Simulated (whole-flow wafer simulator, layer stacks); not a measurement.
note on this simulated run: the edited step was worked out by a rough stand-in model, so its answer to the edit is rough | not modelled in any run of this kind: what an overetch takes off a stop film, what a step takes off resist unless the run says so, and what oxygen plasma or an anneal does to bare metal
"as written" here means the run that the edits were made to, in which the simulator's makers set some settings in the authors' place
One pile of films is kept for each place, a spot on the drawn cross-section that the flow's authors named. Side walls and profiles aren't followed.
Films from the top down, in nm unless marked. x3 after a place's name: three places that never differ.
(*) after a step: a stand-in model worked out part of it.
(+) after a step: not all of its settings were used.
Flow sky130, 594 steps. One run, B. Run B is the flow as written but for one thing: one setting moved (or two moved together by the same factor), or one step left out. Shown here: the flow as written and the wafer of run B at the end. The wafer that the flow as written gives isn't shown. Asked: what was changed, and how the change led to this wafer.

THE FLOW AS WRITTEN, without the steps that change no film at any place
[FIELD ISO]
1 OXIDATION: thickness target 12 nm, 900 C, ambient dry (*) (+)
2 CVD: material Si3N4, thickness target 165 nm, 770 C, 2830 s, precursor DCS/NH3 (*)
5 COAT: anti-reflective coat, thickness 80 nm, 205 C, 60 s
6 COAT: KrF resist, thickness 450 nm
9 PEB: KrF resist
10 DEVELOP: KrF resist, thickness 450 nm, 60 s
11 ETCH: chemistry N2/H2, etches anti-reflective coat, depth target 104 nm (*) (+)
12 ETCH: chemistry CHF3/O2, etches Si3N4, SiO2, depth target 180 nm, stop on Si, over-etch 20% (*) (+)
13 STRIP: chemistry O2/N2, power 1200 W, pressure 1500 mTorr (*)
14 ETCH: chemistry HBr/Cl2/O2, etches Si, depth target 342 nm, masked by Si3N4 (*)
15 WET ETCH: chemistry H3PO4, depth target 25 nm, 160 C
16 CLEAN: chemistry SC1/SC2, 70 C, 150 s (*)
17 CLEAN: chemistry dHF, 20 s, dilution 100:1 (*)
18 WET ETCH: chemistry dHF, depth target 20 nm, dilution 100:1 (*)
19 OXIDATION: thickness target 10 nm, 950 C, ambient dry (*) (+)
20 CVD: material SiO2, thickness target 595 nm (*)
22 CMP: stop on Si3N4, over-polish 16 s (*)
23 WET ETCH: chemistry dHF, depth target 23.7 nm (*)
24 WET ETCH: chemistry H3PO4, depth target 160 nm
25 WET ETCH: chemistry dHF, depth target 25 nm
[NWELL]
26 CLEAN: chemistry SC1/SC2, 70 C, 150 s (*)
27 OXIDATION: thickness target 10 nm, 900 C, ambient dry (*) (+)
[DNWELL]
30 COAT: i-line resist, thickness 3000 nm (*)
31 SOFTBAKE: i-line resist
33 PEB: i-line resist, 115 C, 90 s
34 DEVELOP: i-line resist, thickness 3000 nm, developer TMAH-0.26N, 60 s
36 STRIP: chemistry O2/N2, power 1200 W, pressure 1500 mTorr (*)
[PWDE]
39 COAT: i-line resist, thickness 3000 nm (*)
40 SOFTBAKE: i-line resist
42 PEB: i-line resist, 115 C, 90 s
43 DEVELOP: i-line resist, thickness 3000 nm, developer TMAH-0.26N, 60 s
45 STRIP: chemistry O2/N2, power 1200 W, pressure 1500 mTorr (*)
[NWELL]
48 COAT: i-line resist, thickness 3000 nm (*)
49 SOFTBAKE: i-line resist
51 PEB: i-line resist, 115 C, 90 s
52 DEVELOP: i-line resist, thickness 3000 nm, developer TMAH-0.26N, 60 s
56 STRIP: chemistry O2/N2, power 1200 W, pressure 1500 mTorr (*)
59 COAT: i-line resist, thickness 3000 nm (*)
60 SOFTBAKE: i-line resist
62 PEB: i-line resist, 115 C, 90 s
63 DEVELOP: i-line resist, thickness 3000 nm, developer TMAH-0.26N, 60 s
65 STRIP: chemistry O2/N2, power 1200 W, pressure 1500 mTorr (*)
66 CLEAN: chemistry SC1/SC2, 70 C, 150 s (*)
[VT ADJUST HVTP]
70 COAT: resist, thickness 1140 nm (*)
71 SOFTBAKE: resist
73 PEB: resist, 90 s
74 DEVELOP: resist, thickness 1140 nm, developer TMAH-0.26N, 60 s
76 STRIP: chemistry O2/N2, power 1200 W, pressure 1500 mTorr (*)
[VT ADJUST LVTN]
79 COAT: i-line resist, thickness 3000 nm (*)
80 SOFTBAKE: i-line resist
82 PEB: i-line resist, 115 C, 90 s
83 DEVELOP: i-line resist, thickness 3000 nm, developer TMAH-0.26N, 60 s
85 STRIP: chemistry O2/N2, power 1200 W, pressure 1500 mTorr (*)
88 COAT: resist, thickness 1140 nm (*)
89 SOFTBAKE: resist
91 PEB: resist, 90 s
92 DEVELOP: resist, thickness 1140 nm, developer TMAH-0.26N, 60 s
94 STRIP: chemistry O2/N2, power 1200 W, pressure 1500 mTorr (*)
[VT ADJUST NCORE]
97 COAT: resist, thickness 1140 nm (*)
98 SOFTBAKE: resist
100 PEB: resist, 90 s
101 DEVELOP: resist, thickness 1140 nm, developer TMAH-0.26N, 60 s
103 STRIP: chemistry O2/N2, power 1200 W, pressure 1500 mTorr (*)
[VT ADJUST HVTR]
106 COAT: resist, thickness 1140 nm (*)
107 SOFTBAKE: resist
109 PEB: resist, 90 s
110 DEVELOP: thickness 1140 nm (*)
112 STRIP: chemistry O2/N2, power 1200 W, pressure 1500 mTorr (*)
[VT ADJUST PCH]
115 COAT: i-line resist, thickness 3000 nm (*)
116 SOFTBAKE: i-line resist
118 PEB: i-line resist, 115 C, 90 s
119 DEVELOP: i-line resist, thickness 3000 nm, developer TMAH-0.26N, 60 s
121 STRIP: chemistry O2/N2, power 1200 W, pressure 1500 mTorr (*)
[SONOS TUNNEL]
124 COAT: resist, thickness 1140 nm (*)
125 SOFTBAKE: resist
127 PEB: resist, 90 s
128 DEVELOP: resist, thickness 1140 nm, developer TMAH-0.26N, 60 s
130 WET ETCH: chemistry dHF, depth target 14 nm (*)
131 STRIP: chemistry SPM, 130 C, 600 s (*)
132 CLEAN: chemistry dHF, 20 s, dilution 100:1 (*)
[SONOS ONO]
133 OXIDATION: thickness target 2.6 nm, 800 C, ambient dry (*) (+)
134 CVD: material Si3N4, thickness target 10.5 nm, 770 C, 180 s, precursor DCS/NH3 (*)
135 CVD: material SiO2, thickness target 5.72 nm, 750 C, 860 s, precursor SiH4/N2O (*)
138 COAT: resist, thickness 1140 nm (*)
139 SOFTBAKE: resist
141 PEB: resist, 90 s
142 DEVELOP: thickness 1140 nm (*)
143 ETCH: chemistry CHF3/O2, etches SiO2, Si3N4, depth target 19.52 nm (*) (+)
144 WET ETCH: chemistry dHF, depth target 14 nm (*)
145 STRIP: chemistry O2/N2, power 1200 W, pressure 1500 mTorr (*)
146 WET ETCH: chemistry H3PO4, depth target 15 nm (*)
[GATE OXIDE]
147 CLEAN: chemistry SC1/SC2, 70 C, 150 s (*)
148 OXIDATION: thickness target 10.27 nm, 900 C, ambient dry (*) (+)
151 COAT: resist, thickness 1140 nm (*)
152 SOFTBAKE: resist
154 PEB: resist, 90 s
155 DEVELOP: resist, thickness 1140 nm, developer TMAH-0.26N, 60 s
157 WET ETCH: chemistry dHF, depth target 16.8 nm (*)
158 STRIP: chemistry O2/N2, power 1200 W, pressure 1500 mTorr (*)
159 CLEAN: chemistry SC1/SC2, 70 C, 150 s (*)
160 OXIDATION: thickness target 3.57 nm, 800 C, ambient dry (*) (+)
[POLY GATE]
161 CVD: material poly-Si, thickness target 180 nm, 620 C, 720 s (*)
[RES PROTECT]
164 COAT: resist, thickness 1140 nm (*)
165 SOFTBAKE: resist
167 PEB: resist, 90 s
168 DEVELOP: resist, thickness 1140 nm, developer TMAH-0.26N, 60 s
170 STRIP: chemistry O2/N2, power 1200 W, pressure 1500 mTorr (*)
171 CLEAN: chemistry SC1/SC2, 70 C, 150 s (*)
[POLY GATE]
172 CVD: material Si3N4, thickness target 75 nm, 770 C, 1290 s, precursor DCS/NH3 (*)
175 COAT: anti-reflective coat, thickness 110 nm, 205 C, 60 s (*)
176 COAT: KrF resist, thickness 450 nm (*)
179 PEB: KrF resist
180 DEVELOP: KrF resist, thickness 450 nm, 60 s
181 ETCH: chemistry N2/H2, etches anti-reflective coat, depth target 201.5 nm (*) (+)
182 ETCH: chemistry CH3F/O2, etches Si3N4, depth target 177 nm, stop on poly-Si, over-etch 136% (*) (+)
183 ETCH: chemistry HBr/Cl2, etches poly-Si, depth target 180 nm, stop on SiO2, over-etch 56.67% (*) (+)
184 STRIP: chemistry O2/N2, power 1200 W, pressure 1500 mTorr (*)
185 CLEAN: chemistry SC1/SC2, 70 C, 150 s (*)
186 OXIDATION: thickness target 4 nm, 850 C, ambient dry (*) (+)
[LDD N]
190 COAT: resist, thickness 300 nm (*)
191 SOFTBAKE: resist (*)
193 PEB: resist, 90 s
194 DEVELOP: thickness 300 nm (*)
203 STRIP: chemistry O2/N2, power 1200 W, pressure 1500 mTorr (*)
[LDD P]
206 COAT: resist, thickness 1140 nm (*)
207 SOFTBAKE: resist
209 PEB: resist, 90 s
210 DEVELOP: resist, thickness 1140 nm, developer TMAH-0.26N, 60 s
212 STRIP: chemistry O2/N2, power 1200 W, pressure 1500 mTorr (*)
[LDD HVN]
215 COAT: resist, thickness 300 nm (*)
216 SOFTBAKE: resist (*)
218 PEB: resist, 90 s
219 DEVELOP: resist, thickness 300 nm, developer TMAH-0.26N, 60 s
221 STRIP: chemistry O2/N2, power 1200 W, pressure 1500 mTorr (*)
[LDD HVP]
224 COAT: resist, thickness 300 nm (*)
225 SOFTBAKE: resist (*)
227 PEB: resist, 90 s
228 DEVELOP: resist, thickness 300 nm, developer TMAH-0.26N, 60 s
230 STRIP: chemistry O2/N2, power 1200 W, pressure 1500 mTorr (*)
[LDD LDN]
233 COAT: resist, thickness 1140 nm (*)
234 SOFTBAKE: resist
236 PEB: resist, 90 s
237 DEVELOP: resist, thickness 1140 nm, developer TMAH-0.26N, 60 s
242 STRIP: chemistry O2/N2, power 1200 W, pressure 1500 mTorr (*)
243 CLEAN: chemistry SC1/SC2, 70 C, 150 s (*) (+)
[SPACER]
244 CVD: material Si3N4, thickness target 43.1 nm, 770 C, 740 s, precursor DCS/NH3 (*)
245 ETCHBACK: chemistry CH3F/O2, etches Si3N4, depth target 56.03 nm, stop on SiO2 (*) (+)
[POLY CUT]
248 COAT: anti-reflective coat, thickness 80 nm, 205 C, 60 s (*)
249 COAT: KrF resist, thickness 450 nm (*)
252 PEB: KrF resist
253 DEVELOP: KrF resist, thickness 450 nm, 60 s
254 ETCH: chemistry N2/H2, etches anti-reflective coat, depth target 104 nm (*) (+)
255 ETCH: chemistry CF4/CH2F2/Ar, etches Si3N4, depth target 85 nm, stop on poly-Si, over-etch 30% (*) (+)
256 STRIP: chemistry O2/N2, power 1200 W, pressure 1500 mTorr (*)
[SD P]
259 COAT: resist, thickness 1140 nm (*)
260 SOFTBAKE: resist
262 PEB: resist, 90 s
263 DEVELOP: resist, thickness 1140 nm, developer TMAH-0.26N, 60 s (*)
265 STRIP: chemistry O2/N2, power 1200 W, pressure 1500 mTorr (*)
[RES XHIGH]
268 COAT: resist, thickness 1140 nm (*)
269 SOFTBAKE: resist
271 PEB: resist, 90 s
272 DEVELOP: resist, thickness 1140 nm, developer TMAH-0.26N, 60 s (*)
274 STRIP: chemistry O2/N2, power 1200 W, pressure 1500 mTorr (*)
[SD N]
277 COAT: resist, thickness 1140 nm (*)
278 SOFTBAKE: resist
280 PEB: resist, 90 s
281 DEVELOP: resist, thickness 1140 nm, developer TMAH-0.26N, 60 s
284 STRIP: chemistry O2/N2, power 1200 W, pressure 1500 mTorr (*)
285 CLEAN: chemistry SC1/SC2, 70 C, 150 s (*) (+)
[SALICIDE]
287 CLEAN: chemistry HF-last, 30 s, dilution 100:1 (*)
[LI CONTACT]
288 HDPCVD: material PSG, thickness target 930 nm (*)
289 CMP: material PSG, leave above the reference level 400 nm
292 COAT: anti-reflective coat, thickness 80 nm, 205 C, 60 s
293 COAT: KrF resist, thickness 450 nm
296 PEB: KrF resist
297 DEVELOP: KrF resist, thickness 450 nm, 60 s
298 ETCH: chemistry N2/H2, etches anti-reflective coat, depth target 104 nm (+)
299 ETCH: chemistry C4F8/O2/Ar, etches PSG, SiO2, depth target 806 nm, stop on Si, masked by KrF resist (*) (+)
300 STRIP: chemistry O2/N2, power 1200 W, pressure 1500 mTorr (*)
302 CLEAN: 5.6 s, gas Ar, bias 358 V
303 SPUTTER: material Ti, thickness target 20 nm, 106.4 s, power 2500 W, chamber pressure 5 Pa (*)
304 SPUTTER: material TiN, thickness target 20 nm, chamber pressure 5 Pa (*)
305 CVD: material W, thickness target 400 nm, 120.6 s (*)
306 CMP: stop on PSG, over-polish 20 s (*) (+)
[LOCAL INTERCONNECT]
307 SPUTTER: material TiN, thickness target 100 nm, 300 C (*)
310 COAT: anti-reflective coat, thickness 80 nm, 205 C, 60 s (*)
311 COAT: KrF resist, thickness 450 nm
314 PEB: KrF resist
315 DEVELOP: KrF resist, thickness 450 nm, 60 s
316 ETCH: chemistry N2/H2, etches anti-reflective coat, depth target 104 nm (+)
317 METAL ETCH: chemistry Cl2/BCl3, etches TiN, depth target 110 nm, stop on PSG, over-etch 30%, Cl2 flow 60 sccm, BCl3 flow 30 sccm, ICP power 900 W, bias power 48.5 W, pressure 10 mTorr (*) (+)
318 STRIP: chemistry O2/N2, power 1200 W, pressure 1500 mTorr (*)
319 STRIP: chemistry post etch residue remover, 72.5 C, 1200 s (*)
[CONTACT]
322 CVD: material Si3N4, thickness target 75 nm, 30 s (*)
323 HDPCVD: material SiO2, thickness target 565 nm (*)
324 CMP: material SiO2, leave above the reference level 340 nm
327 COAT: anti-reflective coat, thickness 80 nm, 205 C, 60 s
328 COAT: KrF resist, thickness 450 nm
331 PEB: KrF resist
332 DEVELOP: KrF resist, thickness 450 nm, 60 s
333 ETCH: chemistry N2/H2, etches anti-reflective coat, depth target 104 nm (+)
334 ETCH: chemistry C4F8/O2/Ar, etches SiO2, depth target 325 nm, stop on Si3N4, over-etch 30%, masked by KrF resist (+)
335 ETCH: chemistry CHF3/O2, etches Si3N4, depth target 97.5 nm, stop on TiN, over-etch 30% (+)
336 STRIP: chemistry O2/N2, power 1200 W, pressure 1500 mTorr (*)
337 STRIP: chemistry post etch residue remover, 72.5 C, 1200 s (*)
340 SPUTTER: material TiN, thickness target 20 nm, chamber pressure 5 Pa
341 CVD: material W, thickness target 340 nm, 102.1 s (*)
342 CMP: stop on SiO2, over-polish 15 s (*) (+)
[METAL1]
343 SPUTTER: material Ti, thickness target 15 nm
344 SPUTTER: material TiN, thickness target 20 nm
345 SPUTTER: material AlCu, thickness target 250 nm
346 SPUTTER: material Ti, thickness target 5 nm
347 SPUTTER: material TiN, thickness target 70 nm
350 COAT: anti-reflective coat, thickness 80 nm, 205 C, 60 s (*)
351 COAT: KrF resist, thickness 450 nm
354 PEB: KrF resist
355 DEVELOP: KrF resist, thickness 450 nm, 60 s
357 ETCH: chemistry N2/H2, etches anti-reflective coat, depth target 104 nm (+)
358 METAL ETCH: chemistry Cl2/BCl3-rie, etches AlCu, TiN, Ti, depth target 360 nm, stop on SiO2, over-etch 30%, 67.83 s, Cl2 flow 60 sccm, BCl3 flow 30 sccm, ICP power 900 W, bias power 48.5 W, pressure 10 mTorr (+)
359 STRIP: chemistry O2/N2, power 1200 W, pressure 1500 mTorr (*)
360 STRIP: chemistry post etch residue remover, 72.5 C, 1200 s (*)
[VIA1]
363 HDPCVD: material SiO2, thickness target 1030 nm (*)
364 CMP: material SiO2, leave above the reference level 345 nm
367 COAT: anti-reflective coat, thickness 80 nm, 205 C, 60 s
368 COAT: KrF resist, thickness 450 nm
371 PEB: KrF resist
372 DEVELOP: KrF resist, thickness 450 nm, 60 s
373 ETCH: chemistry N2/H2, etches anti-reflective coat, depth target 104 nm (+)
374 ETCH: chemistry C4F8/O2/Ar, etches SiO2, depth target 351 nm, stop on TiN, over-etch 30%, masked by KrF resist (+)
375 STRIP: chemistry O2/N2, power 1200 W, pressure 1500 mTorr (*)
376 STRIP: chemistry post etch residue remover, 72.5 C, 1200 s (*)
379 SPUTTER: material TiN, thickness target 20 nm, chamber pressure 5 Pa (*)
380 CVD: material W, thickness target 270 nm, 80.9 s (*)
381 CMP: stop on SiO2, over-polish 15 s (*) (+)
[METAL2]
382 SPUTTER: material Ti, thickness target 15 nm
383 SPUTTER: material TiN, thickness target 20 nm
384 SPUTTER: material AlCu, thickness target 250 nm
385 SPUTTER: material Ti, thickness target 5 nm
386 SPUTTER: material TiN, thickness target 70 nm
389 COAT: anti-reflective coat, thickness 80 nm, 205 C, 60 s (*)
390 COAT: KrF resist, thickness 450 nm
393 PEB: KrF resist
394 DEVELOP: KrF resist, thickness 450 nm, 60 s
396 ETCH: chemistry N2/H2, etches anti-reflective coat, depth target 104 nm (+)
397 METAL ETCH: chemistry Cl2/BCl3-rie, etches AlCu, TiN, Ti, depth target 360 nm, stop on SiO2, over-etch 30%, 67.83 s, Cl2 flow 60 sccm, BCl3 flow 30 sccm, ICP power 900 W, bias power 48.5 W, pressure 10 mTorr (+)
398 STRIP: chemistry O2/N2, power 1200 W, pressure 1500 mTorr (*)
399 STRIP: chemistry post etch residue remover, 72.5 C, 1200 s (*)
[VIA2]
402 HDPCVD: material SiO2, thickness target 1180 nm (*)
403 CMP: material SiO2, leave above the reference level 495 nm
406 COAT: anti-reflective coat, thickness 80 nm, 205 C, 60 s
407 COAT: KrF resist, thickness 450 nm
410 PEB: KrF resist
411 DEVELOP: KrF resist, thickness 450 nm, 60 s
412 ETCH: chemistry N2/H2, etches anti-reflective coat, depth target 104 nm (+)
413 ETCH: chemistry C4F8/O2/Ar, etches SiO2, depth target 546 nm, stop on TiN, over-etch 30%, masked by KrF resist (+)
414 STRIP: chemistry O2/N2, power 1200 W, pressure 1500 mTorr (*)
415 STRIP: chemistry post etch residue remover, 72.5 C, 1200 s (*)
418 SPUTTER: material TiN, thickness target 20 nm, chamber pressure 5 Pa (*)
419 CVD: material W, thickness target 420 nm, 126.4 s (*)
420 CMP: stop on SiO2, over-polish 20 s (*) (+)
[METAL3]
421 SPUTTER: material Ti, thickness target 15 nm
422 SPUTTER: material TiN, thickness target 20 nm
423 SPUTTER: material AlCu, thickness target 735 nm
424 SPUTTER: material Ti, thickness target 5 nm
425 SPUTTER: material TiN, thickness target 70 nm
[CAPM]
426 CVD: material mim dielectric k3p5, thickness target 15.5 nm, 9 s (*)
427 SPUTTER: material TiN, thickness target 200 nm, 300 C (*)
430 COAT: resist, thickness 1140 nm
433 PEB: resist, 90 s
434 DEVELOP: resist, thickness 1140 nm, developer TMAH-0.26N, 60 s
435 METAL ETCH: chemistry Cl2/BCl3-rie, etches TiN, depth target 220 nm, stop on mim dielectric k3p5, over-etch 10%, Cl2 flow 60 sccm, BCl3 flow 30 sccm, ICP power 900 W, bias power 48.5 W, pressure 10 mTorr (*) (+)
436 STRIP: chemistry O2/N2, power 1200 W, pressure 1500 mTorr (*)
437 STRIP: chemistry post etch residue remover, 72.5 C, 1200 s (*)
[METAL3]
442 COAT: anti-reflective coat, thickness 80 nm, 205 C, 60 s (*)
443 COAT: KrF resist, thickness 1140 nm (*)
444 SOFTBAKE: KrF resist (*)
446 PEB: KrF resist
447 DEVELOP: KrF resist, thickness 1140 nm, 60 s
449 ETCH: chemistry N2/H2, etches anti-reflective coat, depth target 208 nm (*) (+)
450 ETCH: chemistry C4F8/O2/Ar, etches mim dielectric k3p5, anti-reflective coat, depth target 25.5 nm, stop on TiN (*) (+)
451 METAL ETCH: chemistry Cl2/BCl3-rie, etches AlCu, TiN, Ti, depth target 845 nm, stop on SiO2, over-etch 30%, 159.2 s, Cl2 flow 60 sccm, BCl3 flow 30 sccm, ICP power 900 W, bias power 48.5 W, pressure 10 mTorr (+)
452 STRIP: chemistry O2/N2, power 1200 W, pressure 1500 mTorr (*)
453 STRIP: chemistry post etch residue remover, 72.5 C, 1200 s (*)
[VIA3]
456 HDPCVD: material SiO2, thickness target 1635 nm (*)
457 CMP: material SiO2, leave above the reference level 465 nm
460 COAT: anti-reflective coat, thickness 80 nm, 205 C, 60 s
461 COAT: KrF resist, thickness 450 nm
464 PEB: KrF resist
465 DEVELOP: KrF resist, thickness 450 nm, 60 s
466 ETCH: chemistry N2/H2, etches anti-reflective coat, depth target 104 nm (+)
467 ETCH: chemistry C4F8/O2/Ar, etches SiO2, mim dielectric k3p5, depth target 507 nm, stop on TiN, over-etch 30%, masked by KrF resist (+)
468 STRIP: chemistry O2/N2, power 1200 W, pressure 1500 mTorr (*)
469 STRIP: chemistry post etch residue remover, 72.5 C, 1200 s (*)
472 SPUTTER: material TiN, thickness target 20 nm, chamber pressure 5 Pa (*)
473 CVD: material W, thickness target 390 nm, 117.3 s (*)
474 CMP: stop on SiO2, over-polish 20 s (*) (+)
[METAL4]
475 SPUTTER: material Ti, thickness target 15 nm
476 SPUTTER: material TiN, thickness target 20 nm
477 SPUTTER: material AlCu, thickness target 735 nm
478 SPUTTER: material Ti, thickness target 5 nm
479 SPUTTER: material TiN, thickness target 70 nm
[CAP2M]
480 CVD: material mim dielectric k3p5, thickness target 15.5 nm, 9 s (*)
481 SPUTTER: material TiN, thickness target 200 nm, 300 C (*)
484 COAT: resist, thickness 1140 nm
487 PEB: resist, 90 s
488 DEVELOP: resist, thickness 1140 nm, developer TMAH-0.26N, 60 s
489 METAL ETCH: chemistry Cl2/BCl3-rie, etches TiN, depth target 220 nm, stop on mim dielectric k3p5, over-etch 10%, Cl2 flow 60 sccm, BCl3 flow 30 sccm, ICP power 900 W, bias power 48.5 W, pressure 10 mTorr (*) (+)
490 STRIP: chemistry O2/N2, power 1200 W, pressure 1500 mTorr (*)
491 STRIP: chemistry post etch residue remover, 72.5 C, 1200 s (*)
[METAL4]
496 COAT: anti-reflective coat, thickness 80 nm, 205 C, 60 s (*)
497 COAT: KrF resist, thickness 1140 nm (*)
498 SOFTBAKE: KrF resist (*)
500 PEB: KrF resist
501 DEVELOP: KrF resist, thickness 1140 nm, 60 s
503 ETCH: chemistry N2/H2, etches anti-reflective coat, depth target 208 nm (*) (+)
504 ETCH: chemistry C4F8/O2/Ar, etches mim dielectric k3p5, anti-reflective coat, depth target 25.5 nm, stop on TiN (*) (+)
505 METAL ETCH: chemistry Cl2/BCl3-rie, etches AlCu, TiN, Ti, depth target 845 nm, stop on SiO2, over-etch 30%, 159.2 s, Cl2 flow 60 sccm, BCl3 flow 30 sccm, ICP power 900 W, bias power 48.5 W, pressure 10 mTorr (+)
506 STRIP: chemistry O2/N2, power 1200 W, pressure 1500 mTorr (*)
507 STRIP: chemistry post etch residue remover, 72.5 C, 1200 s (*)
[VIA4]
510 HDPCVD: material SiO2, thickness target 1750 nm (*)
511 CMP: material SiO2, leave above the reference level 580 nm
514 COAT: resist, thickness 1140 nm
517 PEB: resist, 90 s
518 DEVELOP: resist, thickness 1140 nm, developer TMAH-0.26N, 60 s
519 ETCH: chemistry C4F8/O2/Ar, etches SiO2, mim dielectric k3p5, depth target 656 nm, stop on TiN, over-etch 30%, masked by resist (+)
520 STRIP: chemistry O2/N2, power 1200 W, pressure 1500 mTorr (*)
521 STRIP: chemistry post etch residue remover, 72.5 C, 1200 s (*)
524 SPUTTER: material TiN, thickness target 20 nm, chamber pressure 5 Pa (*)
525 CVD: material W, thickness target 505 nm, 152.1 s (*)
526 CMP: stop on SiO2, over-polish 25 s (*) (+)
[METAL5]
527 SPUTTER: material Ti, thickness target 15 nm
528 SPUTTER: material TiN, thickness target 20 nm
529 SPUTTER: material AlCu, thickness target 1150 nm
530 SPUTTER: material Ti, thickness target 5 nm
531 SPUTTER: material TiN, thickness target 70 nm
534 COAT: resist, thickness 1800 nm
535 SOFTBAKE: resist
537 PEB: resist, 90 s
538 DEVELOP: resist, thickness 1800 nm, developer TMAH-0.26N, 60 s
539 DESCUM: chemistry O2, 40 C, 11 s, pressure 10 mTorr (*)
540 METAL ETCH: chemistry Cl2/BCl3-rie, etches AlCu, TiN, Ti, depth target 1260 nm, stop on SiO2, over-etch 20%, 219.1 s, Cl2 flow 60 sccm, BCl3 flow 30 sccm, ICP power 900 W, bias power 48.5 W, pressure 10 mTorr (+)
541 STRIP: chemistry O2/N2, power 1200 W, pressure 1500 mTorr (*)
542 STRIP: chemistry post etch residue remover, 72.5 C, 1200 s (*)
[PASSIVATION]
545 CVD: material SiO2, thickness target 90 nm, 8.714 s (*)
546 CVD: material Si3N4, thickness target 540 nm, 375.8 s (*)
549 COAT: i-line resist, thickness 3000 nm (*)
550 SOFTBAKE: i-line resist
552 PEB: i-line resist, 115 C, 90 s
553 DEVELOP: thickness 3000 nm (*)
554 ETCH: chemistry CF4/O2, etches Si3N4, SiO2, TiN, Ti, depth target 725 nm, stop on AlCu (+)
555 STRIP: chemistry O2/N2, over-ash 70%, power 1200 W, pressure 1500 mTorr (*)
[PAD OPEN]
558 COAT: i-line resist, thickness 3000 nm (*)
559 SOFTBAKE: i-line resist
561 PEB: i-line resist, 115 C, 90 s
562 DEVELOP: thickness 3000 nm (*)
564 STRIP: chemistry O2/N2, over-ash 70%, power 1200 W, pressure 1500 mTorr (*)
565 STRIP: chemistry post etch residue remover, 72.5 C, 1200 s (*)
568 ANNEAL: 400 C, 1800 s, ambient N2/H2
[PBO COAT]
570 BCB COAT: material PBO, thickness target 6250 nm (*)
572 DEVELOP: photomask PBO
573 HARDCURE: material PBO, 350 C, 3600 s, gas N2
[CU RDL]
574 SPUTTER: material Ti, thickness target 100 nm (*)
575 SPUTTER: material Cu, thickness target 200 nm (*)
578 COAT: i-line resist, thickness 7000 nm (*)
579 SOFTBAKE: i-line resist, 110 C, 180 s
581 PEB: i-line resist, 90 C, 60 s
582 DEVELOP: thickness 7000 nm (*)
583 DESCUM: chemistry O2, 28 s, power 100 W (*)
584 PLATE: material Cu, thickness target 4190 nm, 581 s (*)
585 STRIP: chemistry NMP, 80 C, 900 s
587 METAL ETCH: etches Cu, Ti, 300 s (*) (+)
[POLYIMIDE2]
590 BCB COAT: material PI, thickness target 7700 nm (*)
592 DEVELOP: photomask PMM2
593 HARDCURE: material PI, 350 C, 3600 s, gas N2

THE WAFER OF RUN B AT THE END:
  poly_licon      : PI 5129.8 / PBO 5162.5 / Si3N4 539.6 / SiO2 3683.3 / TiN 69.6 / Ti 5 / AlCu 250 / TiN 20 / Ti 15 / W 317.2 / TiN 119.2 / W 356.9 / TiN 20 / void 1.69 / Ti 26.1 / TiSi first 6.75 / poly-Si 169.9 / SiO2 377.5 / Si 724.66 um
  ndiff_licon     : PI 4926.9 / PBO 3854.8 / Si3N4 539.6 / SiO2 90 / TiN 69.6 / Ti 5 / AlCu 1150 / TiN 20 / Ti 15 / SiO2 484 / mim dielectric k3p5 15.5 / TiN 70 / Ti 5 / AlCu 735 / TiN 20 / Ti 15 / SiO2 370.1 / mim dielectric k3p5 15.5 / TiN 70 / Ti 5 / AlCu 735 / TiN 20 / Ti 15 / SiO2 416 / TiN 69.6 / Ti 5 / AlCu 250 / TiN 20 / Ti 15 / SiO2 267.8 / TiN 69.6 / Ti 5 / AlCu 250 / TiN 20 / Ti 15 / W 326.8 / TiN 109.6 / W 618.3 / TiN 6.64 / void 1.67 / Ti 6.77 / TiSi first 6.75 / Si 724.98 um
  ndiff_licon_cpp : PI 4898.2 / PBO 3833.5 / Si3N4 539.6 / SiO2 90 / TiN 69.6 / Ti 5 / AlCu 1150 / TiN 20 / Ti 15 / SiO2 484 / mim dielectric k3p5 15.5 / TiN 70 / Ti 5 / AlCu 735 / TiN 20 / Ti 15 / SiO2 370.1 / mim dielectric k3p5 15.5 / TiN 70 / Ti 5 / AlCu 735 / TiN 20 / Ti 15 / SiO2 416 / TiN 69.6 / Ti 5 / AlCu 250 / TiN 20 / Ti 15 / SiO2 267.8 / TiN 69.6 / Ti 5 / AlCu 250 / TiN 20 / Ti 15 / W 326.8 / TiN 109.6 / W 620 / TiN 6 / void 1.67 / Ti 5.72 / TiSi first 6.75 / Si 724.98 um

The cause: step 303, SPUTTER: thickness target 30 nm was run, where the flow has thickness target 20 nm.

How the change led to this, step by step:
  303 SPUTTER: material Ti, thickness target 20 nm, 106.4 s, power 2500 W, chamber pressure 5 Pa (*)
      field, active, n_well and 185 more: Ti +30 (new film) (as written it would be: Ti +20 (new film))
      ndiff_licon: Ti +10.7 (new film) (as written it would be: Ti +7.24 (new film))
      (and at 2 more places)
  306 CMP: stop on PSG, over-polish 20 s (*) (+)
      field, active, n_well and 184 more: W -400 (all of it), TiN -20 (all of it), Ti -30 (all of it), PSG -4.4 (as written it would be: W -400 (all of it), TiN -20 (all of it), Ti -20 (all of it), PSG -4.4)
      ndiff_licon, ndiff_licon_cpp, rpo_hd_licon: W -454.9 (as written it would be: W -444.9)
      (and at 1 more place)
